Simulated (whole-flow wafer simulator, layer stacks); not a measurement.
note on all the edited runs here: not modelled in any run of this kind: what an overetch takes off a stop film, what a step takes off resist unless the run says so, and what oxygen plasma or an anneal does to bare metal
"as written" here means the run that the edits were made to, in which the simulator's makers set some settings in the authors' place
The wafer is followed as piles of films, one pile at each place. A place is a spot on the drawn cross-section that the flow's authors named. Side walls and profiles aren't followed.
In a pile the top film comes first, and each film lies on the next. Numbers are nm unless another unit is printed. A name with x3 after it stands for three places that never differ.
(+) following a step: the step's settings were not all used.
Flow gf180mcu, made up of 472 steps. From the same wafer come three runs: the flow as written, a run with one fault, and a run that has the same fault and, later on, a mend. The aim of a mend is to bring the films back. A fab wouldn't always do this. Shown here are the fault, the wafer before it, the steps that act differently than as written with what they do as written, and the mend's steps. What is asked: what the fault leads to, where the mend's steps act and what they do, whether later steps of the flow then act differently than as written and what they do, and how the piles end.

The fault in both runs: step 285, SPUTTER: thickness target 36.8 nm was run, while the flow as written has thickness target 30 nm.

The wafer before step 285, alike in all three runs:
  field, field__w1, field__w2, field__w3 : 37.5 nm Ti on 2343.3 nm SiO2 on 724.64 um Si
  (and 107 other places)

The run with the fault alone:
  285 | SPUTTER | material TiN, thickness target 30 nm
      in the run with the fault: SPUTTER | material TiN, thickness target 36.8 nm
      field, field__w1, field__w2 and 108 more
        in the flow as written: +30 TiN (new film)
        in the run with the fault: +36.8 TiN (new film)
  Later steps of the flow acting differently than as written:
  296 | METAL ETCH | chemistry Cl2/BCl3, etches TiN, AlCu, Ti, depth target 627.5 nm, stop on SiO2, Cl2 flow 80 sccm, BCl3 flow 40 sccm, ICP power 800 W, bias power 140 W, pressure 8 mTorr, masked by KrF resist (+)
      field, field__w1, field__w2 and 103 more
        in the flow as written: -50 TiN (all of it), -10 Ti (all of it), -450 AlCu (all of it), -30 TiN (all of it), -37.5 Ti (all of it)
        in the run with the fault: -50 TiN (all of it), -10 Ti (all of it), -450 AlCu (all of it), -36.8 TiN (all of it), -37.5 Ti (all of it)
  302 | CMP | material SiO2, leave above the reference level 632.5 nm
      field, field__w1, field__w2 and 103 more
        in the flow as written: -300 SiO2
        in the run with the fault: -293.2 SiO2
  By the end, the piles at field__w8, contact, m1, m1__w1, m1_nw depart from the flow's by more than 2% or 0.5 nm, whichever is larger.
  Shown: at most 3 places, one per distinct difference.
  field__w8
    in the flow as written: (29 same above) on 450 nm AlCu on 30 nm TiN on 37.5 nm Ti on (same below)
    in the run with the fault: (29 same above) on 450 nm AlCu on 36.8 nm TiN on 37.5 nm Ti on (same below)
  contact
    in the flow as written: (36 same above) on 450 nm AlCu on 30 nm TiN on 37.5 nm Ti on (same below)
    in the run with the fault: (36 same above) on 450 nm AlCu on 36.8 nm TiN on 37.5 nm Ti on (same below)

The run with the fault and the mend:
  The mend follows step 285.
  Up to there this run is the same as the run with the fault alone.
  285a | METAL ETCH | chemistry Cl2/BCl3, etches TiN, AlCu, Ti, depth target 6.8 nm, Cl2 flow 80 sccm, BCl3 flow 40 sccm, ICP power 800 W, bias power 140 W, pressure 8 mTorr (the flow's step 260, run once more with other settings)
      field, field__w1, field__w2 and 108 more
        -6.8 TiN
  Later steps of the flow that are run all act as written at every place that is followed.
  By the end, the piles equal the flow's at every place that both follow.
